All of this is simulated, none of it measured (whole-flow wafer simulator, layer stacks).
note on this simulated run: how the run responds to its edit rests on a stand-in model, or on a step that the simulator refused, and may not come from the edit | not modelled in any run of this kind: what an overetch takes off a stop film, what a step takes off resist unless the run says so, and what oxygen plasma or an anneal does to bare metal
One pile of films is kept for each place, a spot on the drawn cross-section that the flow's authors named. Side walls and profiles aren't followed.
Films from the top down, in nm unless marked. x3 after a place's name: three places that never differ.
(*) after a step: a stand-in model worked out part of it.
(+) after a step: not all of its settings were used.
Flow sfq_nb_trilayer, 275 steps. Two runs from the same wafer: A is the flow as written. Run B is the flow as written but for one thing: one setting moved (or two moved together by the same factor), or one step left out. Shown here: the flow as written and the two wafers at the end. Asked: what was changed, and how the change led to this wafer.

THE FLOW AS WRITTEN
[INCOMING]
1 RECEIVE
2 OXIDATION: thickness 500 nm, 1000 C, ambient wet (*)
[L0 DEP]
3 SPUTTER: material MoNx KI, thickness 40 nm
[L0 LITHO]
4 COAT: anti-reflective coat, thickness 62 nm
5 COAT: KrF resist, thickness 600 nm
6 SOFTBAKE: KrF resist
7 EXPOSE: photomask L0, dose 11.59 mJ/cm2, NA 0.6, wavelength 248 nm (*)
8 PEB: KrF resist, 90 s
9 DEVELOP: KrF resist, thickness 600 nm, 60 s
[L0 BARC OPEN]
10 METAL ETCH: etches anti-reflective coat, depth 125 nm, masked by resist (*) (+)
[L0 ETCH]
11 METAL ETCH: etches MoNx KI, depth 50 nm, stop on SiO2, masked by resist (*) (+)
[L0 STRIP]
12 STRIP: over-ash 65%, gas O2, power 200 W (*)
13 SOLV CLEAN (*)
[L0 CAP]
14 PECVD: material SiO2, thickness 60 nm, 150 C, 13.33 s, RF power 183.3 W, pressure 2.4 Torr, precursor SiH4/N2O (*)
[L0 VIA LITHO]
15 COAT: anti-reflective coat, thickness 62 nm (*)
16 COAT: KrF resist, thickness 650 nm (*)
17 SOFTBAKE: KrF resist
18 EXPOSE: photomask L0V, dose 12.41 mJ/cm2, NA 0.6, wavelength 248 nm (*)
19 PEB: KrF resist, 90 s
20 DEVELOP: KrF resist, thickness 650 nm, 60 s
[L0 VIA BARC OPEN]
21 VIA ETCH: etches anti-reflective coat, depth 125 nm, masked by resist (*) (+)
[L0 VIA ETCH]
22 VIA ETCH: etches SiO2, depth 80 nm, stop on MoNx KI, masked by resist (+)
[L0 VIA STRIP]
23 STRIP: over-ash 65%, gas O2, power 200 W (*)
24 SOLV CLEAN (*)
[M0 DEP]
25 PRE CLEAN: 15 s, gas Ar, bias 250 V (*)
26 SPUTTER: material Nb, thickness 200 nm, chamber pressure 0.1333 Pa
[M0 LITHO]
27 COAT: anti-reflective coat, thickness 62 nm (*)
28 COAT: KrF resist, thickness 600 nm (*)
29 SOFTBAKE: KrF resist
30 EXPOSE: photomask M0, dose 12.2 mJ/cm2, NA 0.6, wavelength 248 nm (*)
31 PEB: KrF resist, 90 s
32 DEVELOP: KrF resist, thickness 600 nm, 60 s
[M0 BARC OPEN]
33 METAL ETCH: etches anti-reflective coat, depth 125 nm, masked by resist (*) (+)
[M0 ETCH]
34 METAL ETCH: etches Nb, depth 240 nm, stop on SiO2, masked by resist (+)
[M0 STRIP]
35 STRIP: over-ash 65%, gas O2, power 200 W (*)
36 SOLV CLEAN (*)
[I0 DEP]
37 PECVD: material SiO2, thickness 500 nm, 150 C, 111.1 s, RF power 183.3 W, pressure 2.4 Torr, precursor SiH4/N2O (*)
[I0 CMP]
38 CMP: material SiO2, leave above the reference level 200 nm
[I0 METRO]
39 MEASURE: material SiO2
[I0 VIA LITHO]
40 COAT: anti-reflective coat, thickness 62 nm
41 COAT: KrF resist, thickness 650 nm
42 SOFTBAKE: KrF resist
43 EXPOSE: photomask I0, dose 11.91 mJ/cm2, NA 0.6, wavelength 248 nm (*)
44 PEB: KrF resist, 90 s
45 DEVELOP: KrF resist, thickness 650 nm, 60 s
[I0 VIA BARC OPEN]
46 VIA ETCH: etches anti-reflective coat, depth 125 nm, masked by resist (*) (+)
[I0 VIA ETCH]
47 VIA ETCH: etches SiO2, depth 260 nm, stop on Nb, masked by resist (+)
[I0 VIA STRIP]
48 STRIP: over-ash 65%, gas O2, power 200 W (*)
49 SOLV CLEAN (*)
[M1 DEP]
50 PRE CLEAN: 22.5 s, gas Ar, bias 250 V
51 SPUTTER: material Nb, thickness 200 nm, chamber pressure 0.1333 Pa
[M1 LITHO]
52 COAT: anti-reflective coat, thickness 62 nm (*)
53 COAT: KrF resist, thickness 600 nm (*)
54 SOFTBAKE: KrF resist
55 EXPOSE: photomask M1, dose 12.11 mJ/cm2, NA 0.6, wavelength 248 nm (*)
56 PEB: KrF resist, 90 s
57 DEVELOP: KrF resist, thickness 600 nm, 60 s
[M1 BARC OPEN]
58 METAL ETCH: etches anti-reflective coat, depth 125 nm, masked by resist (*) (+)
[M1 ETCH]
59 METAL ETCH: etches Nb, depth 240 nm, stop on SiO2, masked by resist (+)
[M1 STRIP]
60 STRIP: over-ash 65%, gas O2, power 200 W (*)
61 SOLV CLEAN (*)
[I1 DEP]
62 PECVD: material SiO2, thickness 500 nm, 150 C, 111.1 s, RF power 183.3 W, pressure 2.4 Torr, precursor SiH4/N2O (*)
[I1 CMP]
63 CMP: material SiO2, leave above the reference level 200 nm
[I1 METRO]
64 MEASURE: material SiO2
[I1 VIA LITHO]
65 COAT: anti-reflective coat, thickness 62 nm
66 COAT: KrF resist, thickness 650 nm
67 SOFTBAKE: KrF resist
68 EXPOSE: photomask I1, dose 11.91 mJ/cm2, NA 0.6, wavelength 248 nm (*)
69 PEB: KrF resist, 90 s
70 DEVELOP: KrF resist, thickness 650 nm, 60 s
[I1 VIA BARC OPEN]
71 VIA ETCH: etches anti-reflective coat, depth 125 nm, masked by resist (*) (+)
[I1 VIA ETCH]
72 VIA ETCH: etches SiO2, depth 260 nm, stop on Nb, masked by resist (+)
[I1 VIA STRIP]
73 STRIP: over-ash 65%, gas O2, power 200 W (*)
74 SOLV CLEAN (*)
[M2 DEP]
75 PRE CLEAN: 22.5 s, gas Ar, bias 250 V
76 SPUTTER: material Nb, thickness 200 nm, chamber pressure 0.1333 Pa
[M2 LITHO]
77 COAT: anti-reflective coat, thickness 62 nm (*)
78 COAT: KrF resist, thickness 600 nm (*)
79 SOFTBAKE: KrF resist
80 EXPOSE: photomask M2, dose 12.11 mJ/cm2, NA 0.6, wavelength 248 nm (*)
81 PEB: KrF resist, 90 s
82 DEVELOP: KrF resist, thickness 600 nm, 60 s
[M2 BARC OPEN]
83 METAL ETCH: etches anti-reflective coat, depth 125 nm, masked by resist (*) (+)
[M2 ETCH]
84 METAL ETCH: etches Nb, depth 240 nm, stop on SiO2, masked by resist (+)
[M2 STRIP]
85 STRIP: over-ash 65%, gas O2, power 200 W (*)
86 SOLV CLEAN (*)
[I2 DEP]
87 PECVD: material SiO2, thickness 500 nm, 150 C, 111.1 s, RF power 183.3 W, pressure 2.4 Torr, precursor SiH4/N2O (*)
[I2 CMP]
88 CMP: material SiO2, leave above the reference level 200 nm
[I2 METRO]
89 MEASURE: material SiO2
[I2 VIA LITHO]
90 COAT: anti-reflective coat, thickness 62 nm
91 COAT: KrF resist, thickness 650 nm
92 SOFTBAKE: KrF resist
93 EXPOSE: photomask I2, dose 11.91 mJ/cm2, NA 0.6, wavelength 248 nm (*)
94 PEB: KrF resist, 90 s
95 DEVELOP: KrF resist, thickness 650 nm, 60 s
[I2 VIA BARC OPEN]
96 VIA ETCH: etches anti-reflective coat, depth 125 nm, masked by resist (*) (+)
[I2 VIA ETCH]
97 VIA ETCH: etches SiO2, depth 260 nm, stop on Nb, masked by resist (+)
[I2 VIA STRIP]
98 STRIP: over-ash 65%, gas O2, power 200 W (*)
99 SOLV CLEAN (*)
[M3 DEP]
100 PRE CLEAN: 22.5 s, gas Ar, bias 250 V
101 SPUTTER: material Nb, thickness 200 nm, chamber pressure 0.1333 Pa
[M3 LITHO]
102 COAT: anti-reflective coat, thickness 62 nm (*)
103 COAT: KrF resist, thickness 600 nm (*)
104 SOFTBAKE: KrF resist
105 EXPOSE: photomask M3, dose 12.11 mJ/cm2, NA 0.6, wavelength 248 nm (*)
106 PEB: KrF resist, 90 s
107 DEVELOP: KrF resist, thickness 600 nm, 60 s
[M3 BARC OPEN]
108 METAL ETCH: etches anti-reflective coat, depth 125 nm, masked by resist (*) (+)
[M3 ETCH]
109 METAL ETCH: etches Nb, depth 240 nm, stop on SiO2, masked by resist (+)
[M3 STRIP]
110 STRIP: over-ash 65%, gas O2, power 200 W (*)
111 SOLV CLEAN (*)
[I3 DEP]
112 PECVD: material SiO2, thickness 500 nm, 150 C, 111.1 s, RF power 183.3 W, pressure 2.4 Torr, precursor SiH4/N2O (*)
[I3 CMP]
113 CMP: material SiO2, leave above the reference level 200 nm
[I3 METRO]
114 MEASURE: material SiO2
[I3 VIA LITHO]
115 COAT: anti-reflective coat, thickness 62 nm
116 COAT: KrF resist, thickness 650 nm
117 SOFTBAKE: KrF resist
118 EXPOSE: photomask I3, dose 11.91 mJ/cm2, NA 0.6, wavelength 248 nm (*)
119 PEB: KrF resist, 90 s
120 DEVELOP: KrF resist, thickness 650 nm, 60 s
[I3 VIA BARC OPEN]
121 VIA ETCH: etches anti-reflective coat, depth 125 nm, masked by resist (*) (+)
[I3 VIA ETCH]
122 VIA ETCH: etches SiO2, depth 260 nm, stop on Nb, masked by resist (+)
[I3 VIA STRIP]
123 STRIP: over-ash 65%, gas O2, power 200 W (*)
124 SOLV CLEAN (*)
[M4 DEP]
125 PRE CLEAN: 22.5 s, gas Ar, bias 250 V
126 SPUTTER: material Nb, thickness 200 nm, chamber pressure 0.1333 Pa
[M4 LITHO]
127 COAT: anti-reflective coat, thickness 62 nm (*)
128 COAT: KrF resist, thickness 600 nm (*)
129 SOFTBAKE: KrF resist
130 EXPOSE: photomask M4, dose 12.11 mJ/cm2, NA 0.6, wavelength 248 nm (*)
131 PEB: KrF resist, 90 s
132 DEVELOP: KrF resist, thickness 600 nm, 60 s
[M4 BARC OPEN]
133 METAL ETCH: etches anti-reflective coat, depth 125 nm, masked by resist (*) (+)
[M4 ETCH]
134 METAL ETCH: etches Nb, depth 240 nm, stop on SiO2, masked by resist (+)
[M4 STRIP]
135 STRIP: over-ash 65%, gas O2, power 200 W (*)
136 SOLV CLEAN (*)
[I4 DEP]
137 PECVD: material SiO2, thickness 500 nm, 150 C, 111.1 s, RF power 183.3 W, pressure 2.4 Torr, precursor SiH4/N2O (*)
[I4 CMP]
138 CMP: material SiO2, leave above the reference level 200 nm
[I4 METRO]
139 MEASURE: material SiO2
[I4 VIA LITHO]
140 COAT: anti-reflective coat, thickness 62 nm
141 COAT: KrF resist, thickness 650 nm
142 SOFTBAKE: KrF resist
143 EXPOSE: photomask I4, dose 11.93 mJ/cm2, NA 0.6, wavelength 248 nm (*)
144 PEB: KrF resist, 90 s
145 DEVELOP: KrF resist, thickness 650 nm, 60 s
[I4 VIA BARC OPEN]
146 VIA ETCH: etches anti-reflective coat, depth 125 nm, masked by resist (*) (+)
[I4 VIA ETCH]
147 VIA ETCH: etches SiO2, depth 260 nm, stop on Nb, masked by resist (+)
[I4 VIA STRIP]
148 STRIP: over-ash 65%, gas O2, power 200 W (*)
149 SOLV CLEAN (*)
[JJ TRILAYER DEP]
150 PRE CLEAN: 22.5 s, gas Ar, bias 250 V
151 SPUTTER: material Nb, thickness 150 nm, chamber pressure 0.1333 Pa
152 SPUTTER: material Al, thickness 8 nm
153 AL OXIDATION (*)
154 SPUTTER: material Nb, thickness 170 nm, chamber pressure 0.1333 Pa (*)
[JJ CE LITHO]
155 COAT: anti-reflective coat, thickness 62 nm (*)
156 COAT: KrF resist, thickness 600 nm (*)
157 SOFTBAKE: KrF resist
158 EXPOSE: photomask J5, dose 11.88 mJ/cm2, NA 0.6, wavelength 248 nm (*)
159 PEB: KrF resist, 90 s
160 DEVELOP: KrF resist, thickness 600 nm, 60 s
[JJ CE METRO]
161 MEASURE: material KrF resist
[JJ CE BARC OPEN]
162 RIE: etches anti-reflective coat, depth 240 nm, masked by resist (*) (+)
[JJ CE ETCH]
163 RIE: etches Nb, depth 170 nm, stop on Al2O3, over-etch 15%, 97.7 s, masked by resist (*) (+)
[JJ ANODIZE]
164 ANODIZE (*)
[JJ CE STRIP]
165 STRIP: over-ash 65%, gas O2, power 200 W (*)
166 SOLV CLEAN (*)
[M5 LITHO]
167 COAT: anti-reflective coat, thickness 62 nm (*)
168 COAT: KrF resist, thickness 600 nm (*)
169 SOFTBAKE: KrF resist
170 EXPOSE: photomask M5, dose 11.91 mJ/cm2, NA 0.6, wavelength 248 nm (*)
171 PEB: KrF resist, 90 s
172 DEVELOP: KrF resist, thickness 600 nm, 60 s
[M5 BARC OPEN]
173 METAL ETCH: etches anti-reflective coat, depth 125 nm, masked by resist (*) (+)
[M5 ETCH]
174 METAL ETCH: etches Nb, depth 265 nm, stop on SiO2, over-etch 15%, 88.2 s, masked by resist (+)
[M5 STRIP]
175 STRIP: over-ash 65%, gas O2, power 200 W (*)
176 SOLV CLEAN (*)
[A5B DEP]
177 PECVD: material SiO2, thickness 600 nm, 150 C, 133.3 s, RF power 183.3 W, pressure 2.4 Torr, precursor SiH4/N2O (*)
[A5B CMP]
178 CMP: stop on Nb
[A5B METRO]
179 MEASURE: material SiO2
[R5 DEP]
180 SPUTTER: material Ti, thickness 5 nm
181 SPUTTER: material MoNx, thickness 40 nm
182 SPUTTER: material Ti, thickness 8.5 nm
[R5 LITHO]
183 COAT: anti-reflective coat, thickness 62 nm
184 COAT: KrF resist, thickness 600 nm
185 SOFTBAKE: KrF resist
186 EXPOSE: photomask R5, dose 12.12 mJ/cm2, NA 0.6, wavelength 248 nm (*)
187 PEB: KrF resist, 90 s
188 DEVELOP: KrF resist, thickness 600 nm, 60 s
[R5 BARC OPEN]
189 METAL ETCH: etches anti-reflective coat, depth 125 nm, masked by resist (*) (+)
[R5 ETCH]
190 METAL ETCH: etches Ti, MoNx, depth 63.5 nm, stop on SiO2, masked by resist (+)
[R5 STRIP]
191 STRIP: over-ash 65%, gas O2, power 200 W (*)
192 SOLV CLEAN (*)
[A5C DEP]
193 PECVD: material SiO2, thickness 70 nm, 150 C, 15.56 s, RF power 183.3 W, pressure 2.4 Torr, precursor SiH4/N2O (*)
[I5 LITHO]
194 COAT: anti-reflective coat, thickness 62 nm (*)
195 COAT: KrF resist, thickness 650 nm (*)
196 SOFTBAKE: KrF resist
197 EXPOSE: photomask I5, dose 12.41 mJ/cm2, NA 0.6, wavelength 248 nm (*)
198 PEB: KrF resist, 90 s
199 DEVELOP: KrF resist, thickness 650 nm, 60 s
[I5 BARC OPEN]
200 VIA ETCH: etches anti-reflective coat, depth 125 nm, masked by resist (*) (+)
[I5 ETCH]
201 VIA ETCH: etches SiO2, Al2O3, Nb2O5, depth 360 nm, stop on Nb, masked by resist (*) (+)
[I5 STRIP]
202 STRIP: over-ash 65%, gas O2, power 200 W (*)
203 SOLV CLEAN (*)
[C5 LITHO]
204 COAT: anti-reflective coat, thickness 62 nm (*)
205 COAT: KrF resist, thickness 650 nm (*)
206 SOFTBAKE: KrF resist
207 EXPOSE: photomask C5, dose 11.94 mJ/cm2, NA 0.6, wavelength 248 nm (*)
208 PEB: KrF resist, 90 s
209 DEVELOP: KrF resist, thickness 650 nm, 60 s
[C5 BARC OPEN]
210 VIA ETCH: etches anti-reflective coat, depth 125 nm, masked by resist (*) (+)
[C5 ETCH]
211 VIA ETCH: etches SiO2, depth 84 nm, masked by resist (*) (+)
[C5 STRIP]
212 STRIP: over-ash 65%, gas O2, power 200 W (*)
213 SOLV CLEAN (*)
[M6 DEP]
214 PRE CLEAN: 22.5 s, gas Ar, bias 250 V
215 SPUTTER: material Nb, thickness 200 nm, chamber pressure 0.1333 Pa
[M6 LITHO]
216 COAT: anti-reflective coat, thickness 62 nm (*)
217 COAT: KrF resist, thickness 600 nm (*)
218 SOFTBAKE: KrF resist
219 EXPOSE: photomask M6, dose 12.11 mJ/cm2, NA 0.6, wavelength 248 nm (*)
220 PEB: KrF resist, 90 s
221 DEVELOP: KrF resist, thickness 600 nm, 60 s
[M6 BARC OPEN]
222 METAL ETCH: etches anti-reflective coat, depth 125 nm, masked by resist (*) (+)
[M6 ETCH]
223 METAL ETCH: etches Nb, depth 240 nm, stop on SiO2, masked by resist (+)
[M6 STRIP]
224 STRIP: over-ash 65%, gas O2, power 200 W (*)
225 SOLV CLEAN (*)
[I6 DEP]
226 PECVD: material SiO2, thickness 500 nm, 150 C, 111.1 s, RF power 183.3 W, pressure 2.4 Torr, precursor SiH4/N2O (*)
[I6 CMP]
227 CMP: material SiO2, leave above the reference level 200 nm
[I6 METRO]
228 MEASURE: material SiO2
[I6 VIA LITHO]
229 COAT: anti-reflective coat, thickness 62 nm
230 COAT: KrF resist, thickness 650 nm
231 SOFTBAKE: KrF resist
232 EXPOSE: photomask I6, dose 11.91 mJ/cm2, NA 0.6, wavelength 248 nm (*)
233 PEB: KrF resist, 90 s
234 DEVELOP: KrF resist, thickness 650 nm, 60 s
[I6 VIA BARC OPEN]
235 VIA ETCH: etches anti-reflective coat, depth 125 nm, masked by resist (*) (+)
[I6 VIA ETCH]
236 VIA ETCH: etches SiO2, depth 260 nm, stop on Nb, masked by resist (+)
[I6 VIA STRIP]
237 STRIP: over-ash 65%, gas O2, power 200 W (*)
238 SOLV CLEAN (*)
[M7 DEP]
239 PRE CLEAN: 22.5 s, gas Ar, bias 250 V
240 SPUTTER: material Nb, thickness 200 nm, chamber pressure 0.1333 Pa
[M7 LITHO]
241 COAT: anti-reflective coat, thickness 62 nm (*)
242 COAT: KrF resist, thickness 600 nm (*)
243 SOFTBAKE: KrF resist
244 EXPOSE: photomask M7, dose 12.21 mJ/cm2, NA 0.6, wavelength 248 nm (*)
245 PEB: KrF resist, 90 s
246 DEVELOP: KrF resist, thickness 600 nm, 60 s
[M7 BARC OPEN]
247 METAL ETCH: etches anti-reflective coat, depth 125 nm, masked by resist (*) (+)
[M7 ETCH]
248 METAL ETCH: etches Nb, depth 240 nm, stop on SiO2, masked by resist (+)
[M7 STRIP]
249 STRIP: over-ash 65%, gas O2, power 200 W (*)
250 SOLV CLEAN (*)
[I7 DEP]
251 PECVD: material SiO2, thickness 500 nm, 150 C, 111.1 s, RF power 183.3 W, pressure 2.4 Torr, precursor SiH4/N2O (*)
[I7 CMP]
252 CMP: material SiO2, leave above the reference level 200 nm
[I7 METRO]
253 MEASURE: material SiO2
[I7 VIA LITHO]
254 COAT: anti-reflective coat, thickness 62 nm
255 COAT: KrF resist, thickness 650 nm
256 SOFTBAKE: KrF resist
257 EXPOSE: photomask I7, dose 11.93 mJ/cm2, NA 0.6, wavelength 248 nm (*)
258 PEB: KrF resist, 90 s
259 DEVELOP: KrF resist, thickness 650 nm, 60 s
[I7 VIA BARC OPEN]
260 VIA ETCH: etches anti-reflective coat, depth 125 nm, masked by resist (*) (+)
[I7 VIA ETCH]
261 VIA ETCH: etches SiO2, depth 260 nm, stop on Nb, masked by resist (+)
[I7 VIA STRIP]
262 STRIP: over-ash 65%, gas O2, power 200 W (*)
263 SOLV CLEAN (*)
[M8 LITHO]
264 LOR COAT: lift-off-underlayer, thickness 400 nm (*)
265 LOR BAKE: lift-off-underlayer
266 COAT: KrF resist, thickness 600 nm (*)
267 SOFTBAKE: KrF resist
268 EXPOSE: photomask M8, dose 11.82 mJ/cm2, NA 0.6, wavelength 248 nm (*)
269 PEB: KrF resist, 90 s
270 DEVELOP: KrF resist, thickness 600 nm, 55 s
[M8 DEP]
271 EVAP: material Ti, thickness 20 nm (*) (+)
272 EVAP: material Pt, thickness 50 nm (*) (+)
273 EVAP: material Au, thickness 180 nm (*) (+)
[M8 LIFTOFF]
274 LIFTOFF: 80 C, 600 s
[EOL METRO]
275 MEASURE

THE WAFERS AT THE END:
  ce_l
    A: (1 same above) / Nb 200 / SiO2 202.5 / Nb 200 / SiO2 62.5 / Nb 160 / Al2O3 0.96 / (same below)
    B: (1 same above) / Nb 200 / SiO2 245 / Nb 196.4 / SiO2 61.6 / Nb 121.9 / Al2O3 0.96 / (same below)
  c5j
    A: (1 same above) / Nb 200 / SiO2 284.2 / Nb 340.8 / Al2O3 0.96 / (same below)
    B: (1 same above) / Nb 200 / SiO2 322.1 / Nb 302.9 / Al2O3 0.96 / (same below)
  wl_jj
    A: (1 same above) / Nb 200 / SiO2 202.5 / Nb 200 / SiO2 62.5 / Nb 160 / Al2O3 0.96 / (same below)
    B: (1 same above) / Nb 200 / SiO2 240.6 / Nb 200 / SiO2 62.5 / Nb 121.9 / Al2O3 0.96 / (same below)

The cause: step 190, METAL ETCH: depth 101.6 nm was run, where the flow has depth 63.5 nm.

How the change led to this, step by step:
  190 METAL ETCH: etches Ti, MoNx, depth 63.5 nm, stop on SiO2, masked by resist (+)
      be_r, r_sur, res, r_end, r5r_line_l, r5r_line_c, r5r_line_r: A KrF resist -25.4 | B KrF resist -40.6
      ce_l, c5j, ce_r, wl_jj: A Ti -8.5 (all of it), MoNx -40 (all of it), Ti -5 (all of it), Nb -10 | B Ti -8.5 (all of it), MoNx -40 (all of it), Ti -5 (all of it), Nb -48.1
  191 STRIP: over-ash 65%, gas O2, power 200 W (*)
      be_r, r_sur, res, r_end, r5r_line_l, r5r_line_c, r5r_line_r: A KrF resist -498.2 (all of it), anti-reflective coat -62 (all of it) | B KrF resist -482.9 (all of it), anti-reflective coat -62 (all of it)
  194 COAT: anti-reflective coat, thickness 62 nm (*)
      wl_j_sl, wl_j_sr: A anti-reflective coat +60.2 (new film) | B anti-reflective coat +54.5 (new film)
      jj_sur: A anti-reflective coat +60.8 (new film) | B anti-reflective coat +54.9 (new film)
      (and at 5 more places)
  195 COAT: KrF resist, thickness 650 nm (*)
      c5j: A KrF resist +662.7 (new film) | B KrF resist +682.7 (new film)
      wl_jj: A KrF resist +654.8 (new film) | B KrF resist +673.6 (new film)
  202 STRIP: over-ash 65%, gas O2, power 200 W (*)
      wl_j_sl, wl_j_sr: A KrF resist -333.3 (all of it), anti-reflective coat -60.2 (all of it) | B KrF resist -332.9 (all of it), anti-reflective coat -54.5 (all of it)
      jj_sur: A KrF resist -337.2 (all of it), anti-reflective coat -60.8 (all of it) | B KrF resist -337.2 (all of it), anti-reflective coat -54.9 (all of it)
      (and at 5 more places)
  204 COAT: anti-reflective coat, thickness 62 nm (*)
      wl_j_sl, wl_j_sr: A anti-reflective coat +60.2 (new film) | B anti-reflective coat +54.5 (new film)
      jj_sur: A anti-reflective coat +59.5 (new film) | B anti-reflective coat +53.7 (new film)
      (and at 5 more places)
  205 COAT: KrF resist, thickness 650 nm (*)
      c5j: A KrF resist +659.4 (new film) | B KrF resist +679.6 (new film)
      wl_jj: A KrF resist +654.8 (new film) | B KrF resist +673.6 (new film)
  209 DEVELOP: KrF resist, thickness 650 nm, 60 s
      c5j: A KrF resist -658.1 (all of it) | B KrF resist -678.2 (all of it)
  210 VIA ETCH: etches anti-reflective coat, depth 125 nm, masked by resist (*) (+)
      c5j: A anti-reflective coat -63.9 (all of it), SiO2 -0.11 | B anti-reflective coat -74.6 (all of it)
  212 STRIP: over-ash 65%, gas O2, power 200 W (*)
      wl_j_sl, wl_j_sr: A KrF resist -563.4 (all of it), anti-reflective coat -60.2 (all of it) | B KrF resist -563 (all of it), anti-reflective coat -54.5 (all of it)
      jj_sur: A KrF resist -562 (all of it), anti-reflective coat -59.5 (all of it) | B KrF resist -561.9 (all of it), anti-reflective coat -53.7 (all of it)
      (and at 4 more places)
  216 COAT: anti-reflective coat, thickness 62 nm (*)
      wl_j_sl, wl_j_sr: A anti-reflective coat +60.2 (new film) | B anti-reflective coat +54.8 (new film)
      jj_sur: A anti-reflective coat +56.1 (new film) | B anti-reflective coat +50.4 (new film)
      (and at 5 more places)
  217 COAT: KrF resist, thickness 600 nm (*)
      ce_l: A KrF resist +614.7 (new film) | B KrF resist +632.6 (new film)
      c5j: A KrF resist +636 (new film) | B KrF resist +657.4 (new film)
      (and at 2 more places)
  224 STRIP: over-ash 65%, gas O2, power 200 W (*)
      wl_j_sl, wl_j_sr: A KrF resist -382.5 (all of it), anti-reflective coat -60.2 (all of it) | B KrF resist -381.8 (all of it), anti-reflective coat -54.8 (all of it)
      jj_sur: A KrF resist -378.5 (all of it), anti-reflective coat -56.1 (all of it) | B KrF resist -377.8 (all of it), anti-reflective coat -50.4 (all of it)
      (and at 5 more places)
  227 CMP: material SiO2, leave above the reference level 200 nm
      ce_l, ce_r: A SiO2 -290 | B SiO2 -247.5
      c5j: A SiO2 -223 | B SiO2 -180.5
      (and at 1 more place)
